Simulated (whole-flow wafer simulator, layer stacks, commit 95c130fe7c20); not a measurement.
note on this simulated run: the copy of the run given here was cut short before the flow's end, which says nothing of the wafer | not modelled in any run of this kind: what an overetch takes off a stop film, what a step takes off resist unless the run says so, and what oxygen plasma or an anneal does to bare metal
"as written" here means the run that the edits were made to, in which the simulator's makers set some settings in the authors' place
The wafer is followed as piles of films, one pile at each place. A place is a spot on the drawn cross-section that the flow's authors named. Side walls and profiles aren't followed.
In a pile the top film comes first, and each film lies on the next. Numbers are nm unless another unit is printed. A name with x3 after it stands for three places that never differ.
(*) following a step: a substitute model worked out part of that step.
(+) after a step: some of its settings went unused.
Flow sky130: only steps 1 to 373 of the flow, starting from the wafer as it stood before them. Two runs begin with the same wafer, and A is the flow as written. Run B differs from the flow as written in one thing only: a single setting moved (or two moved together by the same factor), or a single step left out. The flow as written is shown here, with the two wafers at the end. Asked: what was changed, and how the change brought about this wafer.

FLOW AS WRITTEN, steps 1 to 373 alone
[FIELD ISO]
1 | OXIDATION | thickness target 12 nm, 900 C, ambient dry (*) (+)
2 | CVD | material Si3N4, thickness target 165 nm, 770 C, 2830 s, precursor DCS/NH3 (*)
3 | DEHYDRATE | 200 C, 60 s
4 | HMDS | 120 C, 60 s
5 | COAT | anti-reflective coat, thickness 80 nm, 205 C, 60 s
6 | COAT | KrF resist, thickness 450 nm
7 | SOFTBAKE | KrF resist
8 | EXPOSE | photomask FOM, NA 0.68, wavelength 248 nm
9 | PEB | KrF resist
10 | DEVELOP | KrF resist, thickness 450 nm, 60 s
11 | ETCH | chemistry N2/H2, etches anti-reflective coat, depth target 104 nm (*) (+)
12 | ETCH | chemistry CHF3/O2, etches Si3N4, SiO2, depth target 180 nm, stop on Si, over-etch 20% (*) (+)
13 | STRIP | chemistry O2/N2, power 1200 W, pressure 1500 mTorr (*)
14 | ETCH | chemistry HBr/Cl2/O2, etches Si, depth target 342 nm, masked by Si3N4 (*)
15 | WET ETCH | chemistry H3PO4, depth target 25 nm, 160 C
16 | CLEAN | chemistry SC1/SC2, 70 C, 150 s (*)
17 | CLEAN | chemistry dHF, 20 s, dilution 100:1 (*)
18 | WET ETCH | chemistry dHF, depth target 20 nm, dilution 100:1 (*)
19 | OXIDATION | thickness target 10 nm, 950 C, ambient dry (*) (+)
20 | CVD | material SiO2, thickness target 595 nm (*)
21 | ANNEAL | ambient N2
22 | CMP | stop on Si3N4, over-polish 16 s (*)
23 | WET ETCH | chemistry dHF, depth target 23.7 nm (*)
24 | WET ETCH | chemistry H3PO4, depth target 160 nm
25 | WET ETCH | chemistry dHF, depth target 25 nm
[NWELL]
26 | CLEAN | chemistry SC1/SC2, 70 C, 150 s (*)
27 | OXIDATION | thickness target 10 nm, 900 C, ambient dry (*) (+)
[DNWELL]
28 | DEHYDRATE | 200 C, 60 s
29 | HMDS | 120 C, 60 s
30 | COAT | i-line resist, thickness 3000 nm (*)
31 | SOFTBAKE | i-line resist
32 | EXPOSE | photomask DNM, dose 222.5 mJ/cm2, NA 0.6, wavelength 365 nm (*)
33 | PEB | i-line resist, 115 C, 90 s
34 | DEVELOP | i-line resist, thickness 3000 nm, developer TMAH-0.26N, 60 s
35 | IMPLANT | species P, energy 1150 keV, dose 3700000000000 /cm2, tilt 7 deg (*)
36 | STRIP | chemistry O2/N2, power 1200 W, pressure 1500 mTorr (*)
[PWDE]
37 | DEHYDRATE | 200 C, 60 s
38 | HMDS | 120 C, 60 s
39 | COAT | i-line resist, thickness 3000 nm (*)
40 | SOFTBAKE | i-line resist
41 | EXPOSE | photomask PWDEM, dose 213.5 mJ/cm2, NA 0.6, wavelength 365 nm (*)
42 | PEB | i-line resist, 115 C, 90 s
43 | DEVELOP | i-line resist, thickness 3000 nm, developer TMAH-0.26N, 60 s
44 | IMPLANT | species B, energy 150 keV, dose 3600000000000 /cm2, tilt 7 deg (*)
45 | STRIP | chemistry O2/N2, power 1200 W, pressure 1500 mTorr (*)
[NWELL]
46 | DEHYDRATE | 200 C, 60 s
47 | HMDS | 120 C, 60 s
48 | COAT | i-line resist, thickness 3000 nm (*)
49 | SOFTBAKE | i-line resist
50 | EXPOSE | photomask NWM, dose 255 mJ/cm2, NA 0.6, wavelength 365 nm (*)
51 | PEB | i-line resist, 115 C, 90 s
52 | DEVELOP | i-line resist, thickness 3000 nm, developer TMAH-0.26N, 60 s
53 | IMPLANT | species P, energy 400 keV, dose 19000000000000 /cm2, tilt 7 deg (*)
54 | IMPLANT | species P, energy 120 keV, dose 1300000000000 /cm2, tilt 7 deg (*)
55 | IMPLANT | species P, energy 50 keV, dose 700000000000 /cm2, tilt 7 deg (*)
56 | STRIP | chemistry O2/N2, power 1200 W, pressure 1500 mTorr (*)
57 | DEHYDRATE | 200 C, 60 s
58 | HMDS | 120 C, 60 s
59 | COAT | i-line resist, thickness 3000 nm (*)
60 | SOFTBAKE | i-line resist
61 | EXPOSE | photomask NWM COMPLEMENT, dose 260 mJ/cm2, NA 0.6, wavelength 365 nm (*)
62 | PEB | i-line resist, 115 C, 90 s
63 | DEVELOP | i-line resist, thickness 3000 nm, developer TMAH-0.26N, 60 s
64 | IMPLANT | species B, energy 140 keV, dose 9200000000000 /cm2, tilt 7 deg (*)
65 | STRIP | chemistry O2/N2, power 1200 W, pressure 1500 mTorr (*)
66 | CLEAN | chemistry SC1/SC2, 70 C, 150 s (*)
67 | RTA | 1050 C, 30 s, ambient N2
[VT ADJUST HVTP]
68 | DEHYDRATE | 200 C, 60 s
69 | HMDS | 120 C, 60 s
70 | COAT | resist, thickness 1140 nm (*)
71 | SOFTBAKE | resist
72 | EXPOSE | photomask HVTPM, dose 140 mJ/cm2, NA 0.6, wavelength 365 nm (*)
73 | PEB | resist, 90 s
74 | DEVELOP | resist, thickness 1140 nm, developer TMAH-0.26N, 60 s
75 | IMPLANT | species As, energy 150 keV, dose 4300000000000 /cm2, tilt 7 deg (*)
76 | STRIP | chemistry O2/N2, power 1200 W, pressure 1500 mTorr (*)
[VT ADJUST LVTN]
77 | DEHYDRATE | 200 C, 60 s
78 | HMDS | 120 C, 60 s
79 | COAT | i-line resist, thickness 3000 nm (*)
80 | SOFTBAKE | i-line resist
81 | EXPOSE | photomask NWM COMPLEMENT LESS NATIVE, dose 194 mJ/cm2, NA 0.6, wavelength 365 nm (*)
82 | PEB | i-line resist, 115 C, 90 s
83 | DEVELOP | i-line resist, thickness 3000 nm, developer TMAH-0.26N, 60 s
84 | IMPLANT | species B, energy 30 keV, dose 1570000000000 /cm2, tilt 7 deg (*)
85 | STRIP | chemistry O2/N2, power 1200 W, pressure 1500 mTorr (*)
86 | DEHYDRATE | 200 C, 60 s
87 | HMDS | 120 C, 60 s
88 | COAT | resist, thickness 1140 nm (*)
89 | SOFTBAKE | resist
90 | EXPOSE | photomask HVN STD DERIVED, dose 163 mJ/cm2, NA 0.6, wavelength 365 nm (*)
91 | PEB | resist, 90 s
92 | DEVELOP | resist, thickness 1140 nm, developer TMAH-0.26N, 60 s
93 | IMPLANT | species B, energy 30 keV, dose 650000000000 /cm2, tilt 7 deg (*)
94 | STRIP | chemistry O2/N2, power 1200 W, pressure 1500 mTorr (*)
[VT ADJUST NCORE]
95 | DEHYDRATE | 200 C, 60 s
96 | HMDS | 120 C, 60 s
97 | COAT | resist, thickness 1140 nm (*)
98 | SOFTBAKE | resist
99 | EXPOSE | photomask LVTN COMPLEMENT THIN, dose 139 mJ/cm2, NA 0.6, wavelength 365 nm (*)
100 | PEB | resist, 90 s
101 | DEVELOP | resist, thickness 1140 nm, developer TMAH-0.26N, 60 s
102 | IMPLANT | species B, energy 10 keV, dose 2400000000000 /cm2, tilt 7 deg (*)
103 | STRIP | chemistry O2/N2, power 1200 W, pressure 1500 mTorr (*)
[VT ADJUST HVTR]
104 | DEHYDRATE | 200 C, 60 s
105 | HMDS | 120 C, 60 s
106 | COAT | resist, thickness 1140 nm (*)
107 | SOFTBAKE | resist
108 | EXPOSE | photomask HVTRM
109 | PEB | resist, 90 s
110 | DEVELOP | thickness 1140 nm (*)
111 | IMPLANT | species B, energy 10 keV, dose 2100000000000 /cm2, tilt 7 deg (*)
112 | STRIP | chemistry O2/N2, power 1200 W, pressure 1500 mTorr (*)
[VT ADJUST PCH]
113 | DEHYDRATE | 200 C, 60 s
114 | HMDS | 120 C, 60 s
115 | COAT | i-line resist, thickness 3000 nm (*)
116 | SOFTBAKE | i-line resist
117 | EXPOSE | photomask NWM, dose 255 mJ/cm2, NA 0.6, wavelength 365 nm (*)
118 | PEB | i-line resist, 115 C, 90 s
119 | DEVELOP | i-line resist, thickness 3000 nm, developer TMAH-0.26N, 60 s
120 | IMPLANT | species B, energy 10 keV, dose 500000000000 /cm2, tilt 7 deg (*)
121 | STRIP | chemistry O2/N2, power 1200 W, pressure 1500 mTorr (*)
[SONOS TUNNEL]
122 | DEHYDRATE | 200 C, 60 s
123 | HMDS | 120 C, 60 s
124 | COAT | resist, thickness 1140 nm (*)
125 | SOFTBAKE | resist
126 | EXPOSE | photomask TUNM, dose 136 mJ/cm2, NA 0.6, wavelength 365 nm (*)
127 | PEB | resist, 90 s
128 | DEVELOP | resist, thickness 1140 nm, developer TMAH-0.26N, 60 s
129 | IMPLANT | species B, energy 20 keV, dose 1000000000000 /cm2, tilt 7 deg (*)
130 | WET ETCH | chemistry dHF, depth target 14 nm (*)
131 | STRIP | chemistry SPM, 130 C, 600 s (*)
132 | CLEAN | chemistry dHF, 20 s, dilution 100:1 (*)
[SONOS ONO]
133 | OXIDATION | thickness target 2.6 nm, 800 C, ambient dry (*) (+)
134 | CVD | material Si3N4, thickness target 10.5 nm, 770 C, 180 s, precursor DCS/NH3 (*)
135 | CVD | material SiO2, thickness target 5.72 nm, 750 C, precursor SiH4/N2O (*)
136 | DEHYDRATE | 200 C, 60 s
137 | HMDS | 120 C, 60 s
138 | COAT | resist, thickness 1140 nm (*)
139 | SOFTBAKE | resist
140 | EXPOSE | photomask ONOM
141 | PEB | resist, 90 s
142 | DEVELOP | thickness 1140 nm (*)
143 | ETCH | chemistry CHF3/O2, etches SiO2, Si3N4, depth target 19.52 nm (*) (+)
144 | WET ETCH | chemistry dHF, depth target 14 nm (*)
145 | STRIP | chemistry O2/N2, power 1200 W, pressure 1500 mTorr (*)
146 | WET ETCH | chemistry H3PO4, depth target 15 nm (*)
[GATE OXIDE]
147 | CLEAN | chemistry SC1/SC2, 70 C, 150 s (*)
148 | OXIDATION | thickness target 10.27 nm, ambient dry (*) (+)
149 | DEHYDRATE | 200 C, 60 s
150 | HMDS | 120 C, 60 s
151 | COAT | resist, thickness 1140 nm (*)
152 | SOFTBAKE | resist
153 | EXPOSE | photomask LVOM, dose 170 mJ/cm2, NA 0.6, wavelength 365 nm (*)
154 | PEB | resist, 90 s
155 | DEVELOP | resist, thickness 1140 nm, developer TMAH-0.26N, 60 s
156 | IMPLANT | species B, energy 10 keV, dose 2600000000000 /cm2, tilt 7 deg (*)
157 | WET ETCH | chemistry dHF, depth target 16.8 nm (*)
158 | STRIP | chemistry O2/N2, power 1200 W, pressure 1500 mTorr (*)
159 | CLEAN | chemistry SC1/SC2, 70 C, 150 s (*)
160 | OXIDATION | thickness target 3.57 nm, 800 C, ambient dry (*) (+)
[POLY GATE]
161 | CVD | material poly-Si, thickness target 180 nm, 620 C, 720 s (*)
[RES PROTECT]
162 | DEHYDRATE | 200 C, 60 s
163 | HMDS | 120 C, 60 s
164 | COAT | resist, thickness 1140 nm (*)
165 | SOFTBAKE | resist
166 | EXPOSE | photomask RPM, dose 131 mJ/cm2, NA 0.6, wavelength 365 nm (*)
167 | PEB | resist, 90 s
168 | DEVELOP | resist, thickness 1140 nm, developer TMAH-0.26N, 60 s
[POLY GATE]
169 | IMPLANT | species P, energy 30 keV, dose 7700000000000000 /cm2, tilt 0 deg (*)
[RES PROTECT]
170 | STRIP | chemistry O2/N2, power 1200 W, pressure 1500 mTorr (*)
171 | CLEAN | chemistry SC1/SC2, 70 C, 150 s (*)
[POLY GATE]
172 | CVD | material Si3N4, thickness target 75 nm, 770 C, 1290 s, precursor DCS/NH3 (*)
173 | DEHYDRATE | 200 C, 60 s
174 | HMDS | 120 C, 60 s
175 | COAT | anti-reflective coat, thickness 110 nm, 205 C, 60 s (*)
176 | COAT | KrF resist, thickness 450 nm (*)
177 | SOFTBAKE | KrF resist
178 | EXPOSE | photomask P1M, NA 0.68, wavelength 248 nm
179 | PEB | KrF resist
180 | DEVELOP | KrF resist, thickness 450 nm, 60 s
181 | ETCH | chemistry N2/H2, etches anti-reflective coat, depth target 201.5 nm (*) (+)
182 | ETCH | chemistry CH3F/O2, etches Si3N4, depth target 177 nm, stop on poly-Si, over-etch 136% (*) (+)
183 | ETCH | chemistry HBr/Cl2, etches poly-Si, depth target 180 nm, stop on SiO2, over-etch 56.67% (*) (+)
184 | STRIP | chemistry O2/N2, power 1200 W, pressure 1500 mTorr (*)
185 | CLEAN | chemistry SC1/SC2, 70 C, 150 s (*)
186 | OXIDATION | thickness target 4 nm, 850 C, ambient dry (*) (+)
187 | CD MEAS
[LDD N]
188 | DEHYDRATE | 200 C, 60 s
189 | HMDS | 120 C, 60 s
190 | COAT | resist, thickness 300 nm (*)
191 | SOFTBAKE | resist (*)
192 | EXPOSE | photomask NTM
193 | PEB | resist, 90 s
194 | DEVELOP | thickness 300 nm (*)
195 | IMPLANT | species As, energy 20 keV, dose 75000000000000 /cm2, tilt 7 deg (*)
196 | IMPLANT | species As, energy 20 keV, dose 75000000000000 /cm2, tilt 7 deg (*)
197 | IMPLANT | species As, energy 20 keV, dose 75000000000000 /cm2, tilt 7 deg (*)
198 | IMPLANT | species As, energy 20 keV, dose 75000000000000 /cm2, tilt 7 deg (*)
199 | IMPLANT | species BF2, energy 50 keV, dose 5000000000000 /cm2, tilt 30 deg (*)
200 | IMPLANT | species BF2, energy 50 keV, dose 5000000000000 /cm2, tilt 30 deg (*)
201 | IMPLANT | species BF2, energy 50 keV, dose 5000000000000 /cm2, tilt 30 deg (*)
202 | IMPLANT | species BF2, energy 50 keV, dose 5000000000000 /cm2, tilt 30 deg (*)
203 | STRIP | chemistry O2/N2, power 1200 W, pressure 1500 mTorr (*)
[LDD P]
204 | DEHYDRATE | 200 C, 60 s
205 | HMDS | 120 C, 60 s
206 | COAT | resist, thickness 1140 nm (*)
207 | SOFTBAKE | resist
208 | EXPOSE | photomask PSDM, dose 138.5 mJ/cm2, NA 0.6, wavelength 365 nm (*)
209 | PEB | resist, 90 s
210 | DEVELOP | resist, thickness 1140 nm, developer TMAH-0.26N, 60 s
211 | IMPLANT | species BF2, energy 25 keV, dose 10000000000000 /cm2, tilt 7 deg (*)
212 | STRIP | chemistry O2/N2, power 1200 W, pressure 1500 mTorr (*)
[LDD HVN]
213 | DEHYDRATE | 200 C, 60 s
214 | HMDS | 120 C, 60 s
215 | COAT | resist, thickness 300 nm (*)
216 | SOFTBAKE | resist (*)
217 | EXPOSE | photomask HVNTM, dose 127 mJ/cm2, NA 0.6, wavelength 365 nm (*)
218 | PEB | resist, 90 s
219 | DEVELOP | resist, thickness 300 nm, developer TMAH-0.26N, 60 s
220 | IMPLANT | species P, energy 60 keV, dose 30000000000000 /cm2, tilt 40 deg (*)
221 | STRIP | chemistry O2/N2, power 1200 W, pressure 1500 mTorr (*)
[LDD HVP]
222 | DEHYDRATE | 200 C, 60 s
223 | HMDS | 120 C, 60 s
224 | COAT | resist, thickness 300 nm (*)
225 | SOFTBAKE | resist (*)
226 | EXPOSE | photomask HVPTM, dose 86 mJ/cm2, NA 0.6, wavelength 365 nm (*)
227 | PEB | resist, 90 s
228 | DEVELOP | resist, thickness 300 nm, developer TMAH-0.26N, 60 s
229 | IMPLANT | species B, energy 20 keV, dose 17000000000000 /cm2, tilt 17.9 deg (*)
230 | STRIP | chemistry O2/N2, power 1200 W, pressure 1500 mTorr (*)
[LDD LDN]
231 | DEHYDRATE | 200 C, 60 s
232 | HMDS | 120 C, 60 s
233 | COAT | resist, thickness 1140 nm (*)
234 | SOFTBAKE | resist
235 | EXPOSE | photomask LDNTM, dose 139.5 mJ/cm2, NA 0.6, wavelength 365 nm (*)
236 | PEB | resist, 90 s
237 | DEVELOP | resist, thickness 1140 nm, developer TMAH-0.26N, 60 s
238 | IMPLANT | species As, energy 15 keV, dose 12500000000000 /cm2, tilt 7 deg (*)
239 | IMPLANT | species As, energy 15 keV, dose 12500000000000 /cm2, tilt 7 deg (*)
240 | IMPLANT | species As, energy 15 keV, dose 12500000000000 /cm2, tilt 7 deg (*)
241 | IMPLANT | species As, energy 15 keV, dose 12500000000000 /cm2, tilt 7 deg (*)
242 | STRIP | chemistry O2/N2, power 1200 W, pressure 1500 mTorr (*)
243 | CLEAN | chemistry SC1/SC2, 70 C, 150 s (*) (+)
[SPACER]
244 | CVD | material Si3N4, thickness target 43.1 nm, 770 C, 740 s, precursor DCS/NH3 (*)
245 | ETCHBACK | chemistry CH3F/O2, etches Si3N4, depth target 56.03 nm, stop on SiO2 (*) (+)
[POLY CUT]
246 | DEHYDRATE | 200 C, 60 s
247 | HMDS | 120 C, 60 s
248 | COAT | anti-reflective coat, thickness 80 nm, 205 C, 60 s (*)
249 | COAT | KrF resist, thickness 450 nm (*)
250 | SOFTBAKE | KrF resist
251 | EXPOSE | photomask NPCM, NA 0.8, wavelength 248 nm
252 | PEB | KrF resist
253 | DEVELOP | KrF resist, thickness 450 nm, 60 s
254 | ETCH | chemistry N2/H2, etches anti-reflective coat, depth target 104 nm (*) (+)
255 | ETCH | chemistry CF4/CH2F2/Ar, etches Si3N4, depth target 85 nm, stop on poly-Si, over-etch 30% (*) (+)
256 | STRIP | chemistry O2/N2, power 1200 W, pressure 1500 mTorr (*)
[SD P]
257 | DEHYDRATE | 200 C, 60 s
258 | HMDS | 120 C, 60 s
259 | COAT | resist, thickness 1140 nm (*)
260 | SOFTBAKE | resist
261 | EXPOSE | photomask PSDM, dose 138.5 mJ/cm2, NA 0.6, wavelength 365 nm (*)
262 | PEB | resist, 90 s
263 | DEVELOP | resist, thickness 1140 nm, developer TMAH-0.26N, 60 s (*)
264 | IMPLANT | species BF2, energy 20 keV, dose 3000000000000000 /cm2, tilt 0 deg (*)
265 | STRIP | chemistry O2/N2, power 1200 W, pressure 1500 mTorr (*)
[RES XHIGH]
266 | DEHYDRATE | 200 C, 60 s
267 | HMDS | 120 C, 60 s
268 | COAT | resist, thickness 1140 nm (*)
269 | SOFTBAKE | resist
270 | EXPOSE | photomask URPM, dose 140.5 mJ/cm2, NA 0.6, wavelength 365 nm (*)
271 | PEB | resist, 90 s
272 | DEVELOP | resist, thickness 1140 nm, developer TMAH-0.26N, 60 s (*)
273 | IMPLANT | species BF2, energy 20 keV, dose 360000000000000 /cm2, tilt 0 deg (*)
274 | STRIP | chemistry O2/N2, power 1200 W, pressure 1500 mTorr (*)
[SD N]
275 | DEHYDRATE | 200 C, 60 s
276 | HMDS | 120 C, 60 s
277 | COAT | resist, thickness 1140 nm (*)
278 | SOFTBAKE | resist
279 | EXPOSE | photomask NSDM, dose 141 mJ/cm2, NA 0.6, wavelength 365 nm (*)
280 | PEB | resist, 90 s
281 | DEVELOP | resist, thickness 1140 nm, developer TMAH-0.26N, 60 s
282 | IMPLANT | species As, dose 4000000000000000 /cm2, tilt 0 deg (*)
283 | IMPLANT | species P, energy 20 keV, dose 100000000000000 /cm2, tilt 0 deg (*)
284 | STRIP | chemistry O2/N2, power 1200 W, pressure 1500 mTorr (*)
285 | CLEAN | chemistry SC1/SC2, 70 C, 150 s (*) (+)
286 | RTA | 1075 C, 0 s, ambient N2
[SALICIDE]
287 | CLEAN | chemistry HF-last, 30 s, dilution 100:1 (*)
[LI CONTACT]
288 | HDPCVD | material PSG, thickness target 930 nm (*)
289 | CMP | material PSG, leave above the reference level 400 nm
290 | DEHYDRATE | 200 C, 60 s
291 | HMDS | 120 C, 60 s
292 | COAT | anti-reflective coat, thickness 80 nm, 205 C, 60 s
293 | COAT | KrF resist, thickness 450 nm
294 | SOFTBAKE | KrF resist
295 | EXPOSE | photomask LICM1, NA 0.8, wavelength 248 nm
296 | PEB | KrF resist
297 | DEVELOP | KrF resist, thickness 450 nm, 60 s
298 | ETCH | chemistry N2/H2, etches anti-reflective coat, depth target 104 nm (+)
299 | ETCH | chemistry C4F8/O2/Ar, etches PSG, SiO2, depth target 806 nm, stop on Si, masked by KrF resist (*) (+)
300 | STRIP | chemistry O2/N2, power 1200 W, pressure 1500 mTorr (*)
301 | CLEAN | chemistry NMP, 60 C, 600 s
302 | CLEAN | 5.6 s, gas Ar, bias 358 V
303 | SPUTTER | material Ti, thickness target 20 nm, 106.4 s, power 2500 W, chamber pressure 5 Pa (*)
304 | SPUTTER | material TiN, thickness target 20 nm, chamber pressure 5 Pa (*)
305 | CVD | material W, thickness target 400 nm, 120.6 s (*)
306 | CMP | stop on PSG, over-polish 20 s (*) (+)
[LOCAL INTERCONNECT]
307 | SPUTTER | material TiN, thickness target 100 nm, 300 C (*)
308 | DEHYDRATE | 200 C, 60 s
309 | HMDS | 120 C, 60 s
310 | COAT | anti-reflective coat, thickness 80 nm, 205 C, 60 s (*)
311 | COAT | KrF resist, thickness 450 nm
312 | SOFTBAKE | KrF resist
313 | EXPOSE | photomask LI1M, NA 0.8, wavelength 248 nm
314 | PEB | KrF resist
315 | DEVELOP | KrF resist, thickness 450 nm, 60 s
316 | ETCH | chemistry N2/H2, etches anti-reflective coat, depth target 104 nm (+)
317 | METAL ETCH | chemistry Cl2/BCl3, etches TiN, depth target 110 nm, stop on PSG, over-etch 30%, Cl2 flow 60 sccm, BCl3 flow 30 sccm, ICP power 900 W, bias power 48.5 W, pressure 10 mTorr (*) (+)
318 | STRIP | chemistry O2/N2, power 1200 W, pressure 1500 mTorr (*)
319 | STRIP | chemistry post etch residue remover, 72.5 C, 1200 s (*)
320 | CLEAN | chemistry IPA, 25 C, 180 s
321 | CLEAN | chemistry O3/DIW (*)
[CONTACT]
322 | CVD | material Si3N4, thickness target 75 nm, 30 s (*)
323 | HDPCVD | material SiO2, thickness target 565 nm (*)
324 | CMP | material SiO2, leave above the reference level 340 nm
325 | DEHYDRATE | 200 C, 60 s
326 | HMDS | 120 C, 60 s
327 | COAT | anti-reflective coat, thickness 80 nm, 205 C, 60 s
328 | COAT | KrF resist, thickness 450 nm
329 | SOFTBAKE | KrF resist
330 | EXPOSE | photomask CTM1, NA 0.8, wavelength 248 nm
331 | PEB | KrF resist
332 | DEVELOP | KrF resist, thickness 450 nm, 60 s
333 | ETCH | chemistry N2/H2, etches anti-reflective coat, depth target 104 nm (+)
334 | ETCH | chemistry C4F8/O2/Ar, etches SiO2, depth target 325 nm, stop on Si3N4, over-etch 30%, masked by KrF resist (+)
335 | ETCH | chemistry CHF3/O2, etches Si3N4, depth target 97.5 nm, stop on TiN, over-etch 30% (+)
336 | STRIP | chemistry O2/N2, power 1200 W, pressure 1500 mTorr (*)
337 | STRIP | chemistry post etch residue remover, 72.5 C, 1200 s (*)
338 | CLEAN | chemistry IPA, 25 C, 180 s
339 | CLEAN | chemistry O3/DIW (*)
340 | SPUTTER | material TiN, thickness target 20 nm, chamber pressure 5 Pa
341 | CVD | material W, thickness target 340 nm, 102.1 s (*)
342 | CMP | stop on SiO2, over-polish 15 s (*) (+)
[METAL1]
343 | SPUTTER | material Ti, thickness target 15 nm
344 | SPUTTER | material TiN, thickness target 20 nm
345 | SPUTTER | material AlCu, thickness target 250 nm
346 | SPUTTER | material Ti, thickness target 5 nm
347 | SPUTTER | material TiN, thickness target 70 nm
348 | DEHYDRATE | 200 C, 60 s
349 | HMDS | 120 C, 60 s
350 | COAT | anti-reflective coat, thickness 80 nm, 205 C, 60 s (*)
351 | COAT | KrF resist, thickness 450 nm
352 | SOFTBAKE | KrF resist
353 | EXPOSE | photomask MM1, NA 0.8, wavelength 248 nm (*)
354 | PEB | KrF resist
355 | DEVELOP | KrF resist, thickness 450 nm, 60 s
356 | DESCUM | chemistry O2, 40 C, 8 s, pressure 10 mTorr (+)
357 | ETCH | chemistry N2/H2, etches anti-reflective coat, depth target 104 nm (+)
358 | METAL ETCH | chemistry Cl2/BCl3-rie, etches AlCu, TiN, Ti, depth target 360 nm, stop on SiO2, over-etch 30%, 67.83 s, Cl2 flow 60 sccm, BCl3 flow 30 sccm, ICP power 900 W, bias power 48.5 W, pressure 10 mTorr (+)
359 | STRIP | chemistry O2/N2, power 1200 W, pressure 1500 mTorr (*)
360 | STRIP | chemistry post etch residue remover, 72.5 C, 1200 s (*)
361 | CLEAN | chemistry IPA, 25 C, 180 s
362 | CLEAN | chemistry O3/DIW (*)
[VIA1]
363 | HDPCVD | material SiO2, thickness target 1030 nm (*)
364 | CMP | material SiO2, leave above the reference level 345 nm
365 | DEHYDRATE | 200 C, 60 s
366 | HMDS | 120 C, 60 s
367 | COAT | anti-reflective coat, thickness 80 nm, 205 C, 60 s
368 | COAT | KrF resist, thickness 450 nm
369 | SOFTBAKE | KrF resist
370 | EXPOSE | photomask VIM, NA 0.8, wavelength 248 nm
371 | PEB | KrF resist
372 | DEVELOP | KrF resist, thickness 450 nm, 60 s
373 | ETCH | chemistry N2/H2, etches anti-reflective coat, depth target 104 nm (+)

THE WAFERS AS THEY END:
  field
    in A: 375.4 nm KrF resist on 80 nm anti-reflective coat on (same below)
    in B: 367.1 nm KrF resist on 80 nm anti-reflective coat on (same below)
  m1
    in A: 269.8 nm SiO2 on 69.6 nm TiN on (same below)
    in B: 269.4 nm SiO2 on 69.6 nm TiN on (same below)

What caused this: step 373, ETCH: depth target 119 nm was run, while the flow as written has depth target 104 nm.

Step by step, how the change led to this:
  373 | ETCH | chemistry N2/H2, etches anti-reflective coat, depth target 104 nm (+)
      field, active, n_well and 186 more: A -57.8 KrF resist | B -66.1 KrF resist
